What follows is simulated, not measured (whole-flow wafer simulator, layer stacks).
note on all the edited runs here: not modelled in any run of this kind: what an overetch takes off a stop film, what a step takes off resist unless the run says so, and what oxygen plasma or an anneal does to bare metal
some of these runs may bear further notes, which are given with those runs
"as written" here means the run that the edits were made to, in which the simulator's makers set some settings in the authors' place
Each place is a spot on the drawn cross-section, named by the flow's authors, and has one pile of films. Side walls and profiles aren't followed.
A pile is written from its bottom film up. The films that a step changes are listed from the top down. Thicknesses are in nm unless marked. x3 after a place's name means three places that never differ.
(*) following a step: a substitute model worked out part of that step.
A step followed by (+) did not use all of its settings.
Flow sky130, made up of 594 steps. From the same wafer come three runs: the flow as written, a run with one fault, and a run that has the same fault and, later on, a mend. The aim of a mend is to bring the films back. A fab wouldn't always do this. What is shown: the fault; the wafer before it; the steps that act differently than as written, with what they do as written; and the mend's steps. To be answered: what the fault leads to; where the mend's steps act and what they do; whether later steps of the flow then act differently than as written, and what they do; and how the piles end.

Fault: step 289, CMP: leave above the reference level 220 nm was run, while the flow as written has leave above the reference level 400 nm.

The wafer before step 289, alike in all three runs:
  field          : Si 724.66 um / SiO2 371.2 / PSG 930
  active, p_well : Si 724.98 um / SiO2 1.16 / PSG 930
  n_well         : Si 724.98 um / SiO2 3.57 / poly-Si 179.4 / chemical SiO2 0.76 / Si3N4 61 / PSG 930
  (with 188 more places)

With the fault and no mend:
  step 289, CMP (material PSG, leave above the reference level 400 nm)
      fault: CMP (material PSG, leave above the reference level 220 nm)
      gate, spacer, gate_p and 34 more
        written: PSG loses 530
        fault: PSG loses 710
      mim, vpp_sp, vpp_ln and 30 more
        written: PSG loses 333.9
        fault: PSG loses 513.9
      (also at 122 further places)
  Steps further on in the flow that do not act as written:
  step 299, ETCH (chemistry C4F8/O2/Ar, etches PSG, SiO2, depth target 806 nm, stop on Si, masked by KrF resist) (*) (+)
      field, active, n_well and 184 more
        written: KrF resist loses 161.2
        fault: KrF resist loses 139.4
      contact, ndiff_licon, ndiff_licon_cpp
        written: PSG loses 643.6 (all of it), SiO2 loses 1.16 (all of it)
        fault: PSG loses 463.6 (all of it), SiO2 loses 1.16 (all of it)
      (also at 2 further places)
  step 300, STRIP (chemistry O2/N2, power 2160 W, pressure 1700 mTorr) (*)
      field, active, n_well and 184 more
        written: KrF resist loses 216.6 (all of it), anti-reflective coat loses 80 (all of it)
        fault: KrF resist loses 238.4 (all of it), anti-reflective coat loses 80 (all of it)
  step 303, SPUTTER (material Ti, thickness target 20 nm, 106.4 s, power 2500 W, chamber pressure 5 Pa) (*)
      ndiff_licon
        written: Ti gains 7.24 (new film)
        fault: Ti gains 9.62 (new film)
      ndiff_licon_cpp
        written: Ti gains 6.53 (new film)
        fault: Ti gains 8.66 (new film)
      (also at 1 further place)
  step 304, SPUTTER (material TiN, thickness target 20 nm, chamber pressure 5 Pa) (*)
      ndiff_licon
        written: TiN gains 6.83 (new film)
        fault: TiN gains 9.19 (new film)
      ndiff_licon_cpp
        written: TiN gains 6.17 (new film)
        fault: TiN gains 8.29 (new film)
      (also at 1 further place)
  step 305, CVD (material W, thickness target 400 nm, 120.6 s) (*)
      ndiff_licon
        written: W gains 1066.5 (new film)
        fault: W gains 881.8 (new film)
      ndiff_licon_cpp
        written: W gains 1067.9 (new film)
        fault: W gains 883.7 (new film)
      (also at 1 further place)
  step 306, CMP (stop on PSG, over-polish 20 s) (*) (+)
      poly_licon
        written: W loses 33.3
        fault: W loses 213.3
  The piles end different from the flow's at field, active, n_well and 190 more by more than 2% or 0.5 nm, whichever is larger.
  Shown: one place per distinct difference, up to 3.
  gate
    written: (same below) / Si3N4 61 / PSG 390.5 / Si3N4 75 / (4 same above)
    fault: (same below) / Si3N4 61 / PSG 210.5 / Si3N4 75 / (4 same above)
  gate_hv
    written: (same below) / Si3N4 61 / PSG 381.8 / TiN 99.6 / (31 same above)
    fault: (same below) / Si3N4 61 / PSG 201.8 / TiN 99.6 / (31 same above)
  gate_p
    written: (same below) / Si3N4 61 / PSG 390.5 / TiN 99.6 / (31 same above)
    fault: (same below) / Si3N4 61 / PSG 210.5 / TiN 99.6 / (31 same above)

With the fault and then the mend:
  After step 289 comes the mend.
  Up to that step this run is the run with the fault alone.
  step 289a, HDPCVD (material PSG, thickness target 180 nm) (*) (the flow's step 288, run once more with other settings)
      field, active, n_well and 189 more
        PSG gains 180
  None of the later steps of the flow differs from how it acts as written, at any place that is followed, by more than 2% or 0.5 nm, whichever is larger.
  At the end the piles are close to the flow's at the places that both follow, differing by at most 2% or 0.5 nm, whichever is larger.
